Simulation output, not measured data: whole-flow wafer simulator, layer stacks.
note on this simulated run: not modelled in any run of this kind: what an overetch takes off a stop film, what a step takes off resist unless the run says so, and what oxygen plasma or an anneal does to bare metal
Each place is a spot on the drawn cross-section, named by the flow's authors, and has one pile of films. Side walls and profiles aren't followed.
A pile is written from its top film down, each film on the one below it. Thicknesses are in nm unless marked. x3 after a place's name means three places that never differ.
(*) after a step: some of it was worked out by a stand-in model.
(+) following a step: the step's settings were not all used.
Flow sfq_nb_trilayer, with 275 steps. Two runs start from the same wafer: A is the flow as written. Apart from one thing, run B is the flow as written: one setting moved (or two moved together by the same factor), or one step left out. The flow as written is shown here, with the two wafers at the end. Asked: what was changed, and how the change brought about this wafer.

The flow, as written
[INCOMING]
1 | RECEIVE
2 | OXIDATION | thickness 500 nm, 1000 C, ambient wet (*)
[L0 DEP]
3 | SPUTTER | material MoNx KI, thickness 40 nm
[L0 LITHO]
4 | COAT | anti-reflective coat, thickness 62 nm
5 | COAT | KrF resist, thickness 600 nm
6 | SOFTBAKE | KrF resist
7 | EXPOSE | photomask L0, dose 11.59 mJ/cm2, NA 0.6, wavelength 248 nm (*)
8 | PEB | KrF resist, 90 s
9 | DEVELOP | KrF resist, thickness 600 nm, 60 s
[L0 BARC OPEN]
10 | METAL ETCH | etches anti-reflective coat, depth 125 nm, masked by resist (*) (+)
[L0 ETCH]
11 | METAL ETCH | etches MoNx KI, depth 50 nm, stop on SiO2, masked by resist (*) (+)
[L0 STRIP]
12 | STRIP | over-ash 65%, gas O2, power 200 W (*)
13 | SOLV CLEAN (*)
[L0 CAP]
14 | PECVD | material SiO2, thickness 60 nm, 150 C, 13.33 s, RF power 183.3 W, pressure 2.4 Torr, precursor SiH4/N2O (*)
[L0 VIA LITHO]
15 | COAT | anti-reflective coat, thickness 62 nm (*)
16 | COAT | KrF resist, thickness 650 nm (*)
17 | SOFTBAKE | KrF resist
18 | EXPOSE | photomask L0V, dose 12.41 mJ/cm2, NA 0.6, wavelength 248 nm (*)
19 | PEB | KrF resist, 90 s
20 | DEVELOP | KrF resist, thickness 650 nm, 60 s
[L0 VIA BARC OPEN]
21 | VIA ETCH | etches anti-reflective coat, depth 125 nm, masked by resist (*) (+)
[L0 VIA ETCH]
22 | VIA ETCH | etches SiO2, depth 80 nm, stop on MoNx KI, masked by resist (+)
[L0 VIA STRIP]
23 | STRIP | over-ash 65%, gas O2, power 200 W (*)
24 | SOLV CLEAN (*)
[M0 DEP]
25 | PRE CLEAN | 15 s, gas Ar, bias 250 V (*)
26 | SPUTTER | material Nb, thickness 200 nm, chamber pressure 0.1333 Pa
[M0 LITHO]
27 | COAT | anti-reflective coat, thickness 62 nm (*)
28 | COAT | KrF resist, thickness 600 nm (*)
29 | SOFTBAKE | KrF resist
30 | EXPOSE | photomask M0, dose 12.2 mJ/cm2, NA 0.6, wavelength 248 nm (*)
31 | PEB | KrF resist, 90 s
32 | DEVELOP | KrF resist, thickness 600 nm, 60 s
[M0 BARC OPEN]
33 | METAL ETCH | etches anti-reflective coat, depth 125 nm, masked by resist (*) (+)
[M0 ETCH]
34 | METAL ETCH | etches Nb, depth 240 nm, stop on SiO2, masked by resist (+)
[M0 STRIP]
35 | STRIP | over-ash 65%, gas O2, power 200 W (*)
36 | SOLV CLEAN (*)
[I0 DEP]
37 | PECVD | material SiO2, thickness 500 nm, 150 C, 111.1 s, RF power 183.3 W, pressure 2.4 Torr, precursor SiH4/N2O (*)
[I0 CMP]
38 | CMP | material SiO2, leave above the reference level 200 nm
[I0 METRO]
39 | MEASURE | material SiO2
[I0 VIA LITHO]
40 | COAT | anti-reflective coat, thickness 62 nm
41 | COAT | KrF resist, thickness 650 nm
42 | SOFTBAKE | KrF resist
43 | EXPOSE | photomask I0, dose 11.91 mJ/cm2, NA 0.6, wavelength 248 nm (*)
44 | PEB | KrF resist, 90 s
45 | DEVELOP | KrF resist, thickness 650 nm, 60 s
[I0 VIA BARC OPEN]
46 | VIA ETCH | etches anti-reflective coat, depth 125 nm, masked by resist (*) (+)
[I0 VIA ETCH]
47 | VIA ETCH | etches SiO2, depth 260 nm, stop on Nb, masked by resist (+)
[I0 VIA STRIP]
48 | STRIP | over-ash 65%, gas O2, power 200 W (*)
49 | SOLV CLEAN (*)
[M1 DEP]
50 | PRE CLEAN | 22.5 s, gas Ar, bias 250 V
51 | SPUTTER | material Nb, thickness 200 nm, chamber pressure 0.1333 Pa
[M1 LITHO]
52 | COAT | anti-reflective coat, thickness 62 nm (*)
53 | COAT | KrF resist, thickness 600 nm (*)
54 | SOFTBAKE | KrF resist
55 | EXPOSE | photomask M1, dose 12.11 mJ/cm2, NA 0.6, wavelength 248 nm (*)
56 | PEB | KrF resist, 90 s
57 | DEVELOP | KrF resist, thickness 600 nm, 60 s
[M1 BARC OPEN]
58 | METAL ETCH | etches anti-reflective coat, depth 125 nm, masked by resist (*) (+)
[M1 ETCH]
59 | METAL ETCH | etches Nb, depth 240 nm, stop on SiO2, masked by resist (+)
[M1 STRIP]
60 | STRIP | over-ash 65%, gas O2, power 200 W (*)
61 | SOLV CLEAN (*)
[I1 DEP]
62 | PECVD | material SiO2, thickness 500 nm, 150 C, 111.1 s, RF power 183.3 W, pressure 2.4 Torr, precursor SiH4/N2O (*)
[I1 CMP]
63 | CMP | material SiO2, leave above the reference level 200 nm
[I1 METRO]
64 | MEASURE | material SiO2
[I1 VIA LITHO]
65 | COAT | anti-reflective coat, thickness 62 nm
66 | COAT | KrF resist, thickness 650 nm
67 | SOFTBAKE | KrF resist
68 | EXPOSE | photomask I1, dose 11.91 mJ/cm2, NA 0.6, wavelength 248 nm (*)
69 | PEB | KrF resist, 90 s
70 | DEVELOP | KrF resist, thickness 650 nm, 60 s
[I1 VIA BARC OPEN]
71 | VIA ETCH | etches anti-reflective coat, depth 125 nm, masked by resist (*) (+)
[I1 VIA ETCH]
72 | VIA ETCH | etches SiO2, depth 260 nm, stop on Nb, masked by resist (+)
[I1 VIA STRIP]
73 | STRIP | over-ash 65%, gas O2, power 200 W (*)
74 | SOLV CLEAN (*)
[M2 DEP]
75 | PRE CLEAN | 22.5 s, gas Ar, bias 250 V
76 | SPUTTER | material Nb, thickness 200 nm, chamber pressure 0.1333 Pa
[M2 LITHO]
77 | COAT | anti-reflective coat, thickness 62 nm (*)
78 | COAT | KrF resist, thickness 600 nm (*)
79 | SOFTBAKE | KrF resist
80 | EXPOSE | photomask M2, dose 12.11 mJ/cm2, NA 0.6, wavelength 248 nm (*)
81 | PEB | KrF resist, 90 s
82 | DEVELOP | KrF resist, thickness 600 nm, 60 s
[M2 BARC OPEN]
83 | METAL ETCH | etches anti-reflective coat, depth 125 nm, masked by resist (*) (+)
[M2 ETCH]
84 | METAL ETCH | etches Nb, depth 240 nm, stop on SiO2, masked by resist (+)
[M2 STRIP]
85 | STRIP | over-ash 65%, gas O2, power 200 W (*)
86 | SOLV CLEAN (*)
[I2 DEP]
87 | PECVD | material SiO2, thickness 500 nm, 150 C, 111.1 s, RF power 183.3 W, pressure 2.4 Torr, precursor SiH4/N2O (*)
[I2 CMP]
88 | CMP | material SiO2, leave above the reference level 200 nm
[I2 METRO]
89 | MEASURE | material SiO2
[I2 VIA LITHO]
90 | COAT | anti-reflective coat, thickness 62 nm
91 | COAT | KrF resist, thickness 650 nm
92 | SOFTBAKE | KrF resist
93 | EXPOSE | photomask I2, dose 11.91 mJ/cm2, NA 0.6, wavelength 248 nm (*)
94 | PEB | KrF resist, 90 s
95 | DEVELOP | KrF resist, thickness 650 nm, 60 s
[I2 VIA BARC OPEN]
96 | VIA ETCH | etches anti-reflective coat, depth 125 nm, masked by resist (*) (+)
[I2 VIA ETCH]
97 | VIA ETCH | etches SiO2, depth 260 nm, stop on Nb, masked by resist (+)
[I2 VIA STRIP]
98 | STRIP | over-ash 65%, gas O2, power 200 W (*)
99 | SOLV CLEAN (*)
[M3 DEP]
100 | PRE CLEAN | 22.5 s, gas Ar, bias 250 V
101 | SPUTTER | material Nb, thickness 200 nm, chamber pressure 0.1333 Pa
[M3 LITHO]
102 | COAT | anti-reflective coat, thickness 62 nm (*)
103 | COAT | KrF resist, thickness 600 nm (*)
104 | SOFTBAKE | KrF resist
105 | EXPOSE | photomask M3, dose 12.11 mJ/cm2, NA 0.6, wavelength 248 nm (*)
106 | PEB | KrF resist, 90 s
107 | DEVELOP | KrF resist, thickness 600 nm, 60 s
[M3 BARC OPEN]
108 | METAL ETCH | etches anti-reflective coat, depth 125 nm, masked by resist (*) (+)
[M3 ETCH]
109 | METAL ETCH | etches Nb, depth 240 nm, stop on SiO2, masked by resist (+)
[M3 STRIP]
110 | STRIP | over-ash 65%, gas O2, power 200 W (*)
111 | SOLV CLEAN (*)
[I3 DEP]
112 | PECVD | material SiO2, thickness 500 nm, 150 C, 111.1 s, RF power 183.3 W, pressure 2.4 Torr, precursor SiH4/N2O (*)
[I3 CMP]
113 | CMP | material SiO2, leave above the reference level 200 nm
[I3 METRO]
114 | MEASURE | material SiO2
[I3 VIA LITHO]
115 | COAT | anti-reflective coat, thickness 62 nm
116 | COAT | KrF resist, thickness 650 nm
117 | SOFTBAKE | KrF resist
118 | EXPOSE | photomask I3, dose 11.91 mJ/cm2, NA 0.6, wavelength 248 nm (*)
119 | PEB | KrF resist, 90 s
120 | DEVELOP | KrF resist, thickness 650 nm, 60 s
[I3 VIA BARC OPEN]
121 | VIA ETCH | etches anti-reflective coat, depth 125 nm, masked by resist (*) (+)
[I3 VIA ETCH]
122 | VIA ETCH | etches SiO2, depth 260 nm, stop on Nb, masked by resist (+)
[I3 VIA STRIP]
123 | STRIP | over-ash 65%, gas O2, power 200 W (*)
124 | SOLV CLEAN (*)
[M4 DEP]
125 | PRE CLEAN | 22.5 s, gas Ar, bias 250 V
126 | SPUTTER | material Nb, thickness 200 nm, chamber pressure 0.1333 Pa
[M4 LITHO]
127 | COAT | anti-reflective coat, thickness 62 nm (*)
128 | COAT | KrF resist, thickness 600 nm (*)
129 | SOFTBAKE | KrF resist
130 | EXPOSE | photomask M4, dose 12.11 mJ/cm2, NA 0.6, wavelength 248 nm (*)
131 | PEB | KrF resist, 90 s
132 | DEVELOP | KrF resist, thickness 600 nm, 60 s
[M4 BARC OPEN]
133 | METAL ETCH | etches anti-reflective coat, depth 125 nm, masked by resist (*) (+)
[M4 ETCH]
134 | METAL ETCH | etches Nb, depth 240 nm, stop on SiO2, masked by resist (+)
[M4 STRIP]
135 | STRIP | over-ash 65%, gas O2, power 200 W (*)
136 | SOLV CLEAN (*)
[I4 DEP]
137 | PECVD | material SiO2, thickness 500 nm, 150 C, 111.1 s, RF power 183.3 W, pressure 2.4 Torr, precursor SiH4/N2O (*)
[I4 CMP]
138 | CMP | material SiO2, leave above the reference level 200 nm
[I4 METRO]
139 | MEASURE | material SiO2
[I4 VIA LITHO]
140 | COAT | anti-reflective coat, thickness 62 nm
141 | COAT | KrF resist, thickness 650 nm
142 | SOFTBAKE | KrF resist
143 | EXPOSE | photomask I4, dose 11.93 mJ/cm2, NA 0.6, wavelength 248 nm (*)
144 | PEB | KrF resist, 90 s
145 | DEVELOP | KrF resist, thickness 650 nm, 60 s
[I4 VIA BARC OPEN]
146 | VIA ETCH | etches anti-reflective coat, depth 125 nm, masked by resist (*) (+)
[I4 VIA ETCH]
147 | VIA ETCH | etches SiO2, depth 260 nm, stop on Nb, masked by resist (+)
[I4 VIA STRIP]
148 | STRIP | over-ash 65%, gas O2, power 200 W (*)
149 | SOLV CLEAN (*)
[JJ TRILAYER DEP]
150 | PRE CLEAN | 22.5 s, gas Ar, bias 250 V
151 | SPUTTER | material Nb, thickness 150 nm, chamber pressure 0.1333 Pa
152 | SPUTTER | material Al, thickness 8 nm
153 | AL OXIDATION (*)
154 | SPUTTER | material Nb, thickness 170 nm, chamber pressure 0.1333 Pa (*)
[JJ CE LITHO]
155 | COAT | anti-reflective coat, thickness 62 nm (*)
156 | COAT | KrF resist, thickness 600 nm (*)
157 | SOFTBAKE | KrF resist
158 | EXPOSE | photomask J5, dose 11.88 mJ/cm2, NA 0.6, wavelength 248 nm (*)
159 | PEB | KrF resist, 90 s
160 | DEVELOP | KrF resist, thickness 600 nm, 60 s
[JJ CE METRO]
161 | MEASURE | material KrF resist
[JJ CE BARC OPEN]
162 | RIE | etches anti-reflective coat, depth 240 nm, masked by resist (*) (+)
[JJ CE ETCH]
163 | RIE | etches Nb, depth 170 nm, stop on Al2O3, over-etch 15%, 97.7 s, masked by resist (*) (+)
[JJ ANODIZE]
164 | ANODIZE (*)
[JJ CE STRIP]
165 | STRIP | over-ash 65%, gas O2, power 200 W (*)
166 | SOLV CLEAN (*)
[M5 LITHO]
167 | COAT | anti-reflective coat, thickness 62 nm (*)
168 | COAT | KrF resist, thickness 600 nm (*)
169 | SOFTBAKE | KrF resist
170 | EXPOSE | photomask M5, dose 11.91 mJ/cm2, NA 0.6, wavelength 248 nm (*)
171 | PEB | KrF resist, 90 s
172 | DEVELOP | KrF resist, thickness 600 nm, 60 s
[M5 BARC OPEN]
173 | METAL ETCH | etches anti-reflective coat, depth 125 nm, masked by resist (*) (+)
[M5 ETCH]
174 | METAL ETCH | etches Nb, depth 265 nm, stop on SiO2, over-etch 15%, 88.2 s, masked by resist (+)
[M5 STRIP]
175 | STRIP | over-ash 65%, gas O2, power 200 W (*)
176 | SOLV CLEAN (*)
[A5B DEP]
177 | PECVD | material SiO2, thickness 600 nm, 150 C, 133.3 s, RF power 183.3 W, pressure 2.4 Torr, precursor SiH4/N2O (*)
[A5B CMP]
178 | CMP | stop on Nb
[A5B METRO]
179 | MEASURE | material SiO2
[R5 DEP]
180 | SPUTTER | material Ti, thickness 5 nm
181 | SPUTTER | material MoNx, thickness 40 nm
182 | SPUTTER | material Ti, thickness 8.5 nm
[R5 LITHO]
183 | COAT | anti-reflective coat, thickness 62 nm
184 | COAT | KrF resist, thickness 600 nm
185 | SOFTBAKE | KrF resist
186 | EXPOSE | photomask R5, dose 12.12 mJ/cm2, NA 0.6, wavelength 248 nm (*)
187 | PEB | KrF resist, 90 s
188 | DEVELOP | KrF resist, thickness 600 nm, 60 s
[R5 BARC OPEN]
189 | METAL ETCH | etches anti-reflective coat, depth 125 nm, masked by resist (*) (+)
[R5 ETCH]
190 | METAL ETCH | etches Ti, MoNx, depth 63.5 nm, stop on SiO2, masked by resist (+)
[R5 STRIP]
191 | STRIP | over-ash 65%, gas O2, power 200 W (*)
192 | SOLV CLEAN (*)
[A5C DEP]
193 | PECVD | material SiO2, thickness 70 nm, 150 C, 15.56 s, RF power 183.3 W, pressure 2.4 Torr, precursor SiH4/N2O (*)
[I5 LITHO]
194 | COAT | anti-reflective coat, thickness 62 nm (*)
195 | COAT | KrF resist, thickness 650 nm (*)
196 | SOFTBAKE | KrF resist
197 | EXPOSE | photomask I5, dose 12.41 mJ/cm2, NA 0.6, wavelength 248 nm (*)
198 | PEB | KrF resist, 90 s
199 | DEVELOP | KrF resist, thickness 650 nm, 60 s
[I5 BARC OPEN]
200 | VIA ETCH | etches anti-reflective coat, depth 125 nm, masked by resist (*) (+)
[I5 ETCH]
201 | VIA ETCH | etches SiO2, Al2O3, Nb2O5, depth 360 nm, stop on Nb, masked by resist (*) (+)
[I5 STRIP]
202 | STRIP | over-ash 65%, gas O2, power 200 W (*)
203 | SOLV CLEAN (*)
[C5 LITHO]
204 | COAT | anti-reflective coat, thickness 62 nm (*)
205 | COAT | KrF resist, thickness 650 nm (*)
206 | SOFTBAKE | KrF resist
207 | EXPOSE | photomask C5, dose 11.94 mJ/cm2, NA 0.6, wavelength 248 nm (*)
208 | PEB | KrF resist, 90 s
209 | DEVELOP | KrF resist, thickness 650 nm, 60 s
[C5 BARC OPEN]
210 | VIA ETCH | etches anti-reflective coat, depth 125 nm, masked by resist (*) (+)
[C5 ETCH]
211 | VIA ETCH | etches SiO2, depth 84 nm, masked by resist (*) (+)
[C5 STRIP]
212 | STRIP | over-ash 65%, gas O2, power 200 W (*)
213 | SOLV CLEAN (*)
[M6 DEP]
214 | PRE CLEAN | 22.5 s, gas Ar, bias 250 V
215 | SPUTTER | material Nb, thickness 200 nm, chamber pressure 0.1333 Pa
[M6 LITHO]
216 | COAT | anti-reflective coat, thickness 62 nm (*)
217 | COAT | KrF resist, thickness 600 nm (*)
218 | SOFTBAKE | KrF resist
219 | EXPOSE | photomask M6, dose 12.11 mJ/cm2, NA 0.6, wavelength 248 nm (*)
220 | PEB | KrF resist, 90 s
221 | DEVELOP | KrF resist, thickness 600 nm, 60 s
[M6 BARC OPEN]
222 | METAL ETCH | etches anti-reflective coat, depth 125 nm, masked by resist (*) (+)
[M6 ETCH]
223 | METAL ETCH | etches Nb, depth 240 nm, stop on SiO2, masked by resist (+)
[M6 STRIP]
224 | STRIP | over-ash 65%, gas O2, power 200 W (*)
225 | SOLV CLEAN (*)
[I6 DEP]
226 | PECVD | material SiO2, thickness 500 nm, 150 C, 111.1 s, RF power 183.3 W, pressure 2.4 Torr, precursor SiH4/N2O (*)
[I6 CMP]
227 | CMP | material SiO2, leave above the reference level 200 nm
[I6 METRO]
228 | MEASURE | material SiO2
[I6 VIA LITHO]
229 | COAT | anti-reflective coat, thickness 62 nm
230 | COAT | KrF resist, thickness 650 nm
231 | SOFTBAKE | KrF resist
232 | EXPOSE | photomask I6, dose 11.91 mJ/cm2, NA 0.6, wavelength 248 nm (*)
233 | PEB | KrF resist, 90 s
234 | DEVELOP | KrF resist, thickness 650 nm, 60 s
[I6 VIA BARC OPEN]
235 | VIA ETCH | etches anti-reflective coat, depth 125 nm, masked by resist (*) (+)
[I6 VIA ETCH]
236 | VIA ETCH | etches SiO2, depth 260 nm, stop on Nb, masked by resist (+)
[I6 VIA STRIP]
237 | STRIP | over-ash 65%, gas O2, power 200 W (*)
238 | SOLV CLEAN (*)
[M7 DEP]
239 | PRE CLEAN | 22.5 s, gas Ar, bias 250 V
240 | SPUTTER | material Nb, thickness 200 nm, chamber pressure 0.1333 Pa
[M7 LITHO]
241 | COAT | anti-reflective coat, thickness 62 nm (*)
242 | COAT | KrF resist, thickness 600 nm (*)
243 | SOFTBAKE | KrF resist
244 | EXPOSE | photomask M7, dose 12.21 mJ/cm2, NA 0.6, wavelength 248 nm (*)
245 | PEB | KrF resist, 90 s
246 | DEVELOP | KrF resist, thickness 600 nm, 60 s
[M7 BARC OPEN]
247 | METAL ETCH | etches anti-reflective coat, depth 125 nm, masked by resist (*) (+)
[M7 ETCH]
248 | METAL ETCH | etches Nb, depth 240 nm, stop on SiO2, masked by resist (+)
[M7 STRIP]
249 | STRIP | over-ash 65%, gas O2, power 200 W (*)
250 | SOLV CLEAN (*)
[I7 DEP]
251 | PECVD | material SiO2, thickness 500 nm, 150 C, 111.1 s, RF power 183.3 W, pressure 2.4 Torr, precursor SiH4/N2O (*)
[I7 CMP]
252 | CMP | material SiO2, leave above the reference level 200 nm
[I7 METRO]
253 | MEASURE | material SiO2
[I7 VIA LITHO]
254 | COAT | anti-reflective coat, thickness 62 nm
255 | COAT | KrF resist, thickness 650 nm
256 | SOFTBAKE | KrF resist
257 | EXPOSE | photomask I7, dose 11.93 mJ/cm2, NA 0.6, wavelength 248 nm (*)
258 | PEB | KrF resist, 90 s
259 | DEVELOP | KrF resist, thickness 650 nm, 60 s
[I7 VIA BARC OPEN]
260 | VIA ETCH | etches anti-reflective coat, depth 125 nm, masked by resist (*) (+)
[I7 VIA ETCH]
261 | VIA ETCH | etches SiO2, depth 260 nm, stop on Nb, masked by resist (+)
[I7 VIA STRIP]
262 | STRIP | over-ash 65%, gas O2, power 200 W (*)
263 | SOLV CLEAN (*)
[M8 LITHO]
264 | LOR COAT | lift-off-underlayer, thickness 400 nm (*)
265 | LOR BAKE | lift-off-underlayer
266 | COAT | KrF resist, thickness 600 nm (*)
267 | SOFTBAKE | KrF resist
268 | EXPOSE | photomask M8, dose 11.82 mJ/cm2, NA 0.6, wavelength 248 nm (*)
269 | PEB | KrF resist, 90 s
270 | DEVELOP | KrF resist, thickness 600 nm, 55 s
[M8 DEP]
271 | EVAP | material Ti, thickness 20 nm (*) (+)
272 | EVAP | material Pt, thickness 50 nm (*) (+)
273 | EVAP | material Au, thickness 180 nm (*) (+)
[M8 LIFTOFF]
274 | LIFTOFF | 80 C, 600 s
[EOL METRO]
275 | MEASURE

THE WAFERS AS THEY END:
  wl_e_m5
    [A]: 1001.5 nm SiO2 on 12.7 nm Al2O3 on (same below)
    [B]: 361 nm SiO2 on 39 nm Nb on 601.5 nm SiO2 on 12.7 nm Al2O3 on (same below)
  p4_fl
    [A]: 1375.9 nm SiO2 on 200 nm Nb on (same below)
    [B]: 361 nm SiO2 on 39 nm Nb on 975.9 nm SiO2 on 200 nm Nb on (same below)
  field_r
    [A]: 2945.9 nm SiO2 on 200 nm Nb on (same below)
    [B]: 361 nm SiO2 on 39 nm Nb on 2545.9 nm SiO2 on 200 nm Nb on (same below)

What caused this: step 248, METAL ETCH: depth 161 nm was run, while the flow as written has depth 240 nm.

How this came from the change, step by step:
  248 | METAL ETCH | etches Nb, depth 240 nm, stop on SiO2, masked by resist (+)
      field_l, field_r, lsp_l and 62 more: A Nb loses 200 (all of it) | B Nb loses 161
      v_sur, via_wl, via_w and 38 more: A KrF resist loses 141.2 | B KrF resist loses 94.7
  249 | STRIP | over-ash 65%, gas O2, power 200 W (*)
      wl_j_sl, wl_jj, wl_j_sr and 14 more: A KrF resist loses 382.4 (all of it), anti-reflective coat loses 62 (all of it) | B KrF resist loses 428.9 (all of it), anti-reflective coat loses 62 (all of it)
      ln_m5, lsp_m, ln_m6, lsp_r: A KrF resist loses 381.9 (all of it), anti-reflective coat loses 61.8 (all of it) | B KrF resist loses 428.4 (all of it), anti-reflective coat loses 61.8 (all of it)
      (and at 20 other places as well)
  251 | PECVD | material SiO2, thickness 500 nm, 150 C, 111.1 s, RF power 183.3 W, pressure 2.4 Torr, precursor SiH4/N2O (*)
      field_l, p4_fl, p4_fm and 56 more: A SiO2 gains 500 | B SiO2 gains 500 (new film)
      field_r, lsp_l: A SiO2 gains 477.7 | B SiO2 gains 482 (new film)
      (and at 4 other places as well)
  252 | CMP | material SiO2, leave above the reference level 200 nm
      field_l, p4_fl, p4_fm and 56 more: A SiO2 loses 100 | B SiO2 loses 139
      field_r, lsp_l: A SiO2 loses 77.7 | B SiO2 loses 121
      (and at 2 other places as well)
Taking metal films that touch as one body, wl_e_m5 has 7 bodies (between them, from the top down: SiO2 601.5 / Al2O3 12.7 / Nb2O5 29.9; SiO2 192.5; SiO2 192.5; SiO2 192.5; SiO2 192.5; SiO2 192.5); the flow as written gives 6 bodies (between them, from the top down: SiO2 192.5; SiO2 192.5; SiO2 192.5; SiO2 192.5; SiO2 192.5).
Taking metal films that touch as one body, p4_fl has 3 bodies (between them, from the top down: SiO2 975.9; SiO2 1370); the flow as written gives 2 bodies (between them, from the top down: SiO2 1370).
Taking metal films that touch as one body, field_r has 2 bodies (between them, from the top down: SiO2 2545.9); the flow as written gives 1 body.
